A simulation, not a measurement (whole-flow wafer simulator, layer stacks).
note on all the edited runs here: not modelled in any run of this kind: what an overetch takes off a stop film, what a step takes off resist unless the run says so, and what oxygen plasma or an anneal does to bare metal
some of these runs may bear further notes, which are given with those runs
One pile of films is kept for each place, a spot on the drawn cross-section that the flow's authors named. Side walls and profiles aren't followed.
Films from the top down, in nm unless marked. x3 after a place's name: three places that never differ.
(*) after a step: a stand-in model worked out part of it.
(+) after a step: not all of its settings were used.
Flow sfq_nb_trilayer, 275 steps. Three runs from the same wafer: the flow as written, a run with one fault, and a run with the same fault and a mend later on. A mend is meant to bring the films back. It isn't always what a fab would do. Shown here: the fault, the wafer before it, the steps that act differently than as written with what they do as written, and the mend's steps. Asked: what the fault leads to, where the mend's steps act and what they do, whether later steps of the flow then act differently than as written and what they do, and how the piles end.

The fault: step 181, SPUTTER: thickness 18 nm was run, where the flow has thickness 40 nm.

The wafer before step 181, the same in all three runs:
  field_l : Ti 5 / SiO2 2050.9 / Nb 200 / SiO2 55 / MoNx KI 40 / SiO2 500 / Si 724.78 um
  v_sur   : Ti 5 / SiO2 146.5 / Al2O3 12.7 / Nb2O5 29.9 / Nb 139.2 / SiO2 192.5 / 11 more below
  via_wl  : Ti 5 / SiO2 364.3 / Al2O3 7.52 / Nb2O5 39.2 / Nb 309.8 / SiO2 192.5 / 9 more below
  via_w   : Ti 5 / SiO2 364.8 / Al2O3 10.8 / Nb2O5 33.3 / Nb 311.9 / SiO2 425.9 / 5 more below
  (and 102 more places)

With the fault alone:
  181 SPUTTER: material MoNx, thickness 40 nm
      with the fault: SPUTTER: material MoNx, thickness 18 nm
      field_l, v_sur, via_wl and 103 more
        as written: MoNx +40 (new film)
        with the fault: MoNx +18 (new film)
  Later steps of the flow that act differently than as written (11 more steps differ only slightly, by at most 2% or 0.5 nm, whichever is larger, and aren't shown):
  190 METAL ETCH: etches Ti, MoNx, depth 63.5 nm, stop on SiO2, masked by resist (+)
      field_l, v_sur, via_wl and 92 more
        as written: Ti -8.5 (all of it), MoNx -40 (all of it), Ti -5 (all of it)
        with the fault: Ti -8.5 (all of it), MoNx -18 (all of it), Ti -5 (all of it)
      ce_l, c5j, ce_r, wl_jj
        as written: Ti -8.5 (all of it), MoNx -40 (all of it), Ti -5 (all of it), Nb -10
        with the fault: Ti -8.5 (all of it), MoNx -18 (all of it), Ti -5 (all of it), Nb -32
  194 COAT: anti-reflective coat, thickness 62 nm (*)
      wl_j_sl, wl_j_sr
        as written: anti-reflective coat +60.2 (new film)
        with the fault: anti-reflective coat +56.7 (new film)
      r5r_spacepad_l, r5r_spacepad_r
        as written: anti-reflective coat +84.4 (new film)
        with the fault: anti-reflective coat +74.9 (new film)
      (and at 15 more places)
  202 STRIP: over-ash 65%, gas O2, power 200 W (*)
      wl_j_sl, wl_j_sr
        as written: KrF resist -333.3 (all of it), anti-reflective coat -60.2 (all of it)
        with the fault: KrF resist -333.4 (all of it), anti-reflective coat -56.7 (all of it)
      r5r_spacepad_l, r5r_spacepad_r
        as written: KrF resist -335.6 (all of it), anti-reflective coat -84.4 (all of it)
        with the fault: KrF resist -334.8 (all of it), anti-reflective coat -74.9 (all of it)
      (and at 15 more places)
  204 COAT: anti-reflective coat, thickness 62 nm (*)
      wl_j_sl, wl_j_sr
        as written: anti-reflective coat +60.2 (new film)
        with the fault: anti-reflective coat +56.7 (new film)
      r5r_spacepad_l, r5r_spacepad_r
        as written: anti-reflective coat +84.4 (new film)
        with the fault: anti-reflective coat +74.9 (new film)
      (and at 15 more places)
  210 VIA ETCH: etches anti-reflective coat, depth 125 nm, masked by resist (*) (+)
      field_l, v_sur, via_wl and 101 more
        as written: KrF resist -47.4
        with the fault: KrF resist -48.9
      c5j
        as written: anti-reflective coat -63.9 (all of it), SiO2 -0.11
        with the fault: anti-reflective coat -69.9 (all of it), SiO2 -0.09
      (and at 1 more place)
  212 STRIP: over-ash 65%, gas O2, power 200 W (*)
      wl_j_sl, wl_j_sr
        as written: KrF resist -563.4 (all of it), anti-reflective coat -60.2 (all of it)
        with the fault: KrF resist -561.8 (all of it), anti-reflective coat -56.7 (all of it)
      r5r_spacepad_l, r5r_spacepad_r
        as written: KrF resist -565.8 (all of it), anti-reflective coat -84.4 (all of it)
        with the fault: KrF resist -563.2 (all of it), anti-reflective coat -74.9 (all of it)
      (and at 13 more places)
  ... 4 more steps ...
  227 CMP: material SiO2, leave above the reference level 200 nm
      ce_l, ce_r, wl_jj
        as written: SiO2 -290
        with the fault: SiO2 -268
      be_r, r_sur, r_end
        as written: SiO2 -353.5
        with the fault: SiO2 -331.5
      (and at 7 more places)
  At the end the piles differ from the flow's by more than 2% or 0.5 nm, whichever is larger, at ce_l, c5j, ce_r and 8 more.
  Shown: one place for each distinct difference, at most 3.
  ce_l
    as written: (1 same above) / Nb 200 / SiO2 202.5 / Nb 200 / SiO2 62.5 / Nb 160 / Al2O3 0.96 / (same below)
    with the fault: (1 same above) / Nb 200 / SiO2 224.5 / Nb 200 / SiO2 62.5 / Nb 138 / Al2O3 0.96 / (same below)
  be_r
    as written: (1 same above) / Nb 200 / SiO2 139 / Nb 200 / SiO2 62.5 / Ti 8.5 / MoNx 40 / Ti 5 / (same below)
    with the fault: (1 same above) / Nb 200 / SiO2 161 / Nb 200 / SiO2 62.5 / Ti 8.5 / MoNx 18 / Ti 5 / (same below)
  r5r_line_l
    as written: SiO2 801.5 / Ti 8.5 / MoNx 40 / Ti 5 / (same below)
    with the fault: SiO2 823.5 / Ti 8.5 / MoNx 18 / Ti 5 / (same below)

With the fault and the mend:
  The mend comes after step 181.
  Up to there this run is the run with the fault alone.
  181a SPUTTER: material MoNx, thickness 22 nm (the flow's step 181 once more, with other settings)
      field_l, v_sur, via_wl and 103 more
        MoNx +22
  No later step of the flow acts differently than as written at any place that is followed.
  At the end the piles are the same as the flow's at every place that both follow.
